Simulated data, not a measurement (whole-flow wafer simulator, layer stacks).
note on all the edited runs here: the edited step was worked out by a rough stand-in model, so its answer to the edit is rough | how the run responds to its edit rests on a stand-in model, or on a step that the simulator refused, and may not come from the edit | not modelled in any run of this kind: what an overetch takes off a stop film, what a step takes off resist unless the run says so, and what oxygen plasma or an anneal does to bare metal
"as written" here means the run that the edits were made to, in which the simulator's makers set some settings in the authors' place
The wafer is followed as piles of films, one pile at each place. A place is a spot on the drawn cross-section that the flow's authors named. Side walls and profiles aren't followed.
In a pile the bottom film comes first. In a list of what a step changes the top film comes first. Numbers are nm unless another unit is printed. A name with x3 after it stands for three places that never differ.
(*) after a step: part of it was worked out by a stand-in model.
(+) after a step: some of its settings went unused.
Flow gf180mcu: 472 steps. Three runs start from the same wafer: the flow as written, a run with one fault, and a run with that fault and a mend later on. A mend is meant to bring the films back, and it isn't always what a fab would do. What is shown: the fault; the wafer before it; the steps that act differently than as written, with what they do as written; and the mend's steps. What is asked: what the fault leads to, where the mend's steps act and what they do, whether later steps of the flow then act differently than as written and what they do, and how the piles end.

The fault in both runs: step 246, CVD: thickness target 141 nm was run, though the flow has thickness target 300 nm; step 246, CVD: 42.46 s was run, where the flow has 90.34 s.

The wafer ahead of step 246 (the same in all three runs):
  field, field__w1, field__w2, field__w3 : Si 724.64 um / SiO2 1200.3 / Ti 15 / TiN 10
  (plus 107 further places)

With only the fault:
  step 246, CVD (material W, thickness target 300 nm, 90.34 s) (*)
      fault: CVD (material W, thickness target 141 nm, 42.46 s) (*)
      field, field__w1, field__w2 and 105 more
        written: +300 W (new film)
        fault: +141.6 W (new film)
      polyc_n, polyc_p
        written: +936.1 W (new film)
        fault: +777.7 W (new film)
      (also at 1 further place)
  Steps further on in the flow that do not act as written:
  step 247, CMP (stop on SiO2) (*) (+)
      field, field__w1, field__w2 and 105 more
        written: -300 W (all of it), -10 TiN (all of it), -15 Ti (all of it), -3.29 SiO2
        fault: -141.6 W (all of it), -10 TiN (all of it), -15 Ti (all of it), -1.69 SiO2
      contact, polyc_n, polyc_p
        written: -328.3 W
        fault: -168.3 W
  When the end is reached, the piles differ only a little from the flow's at the places that both follow, at most by 2% or 0.5 nm, whichever is larger.

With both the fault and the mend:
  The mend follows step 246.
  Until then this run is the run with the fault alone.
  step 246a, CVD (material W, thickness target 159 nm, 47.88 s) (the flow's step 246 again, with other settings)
      field, field__w1, field__w2 and 108 more
        +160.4 W
  None of the later steps of the flow differs from how it acts as written, at any place that is followed, by more than 2% or 0.5 nm, whichever is larger.
  When the end is reached, the piles differ only a little from the flow's at the places that both follow, at most by 2% or 0.5 nm, whichever is larger.
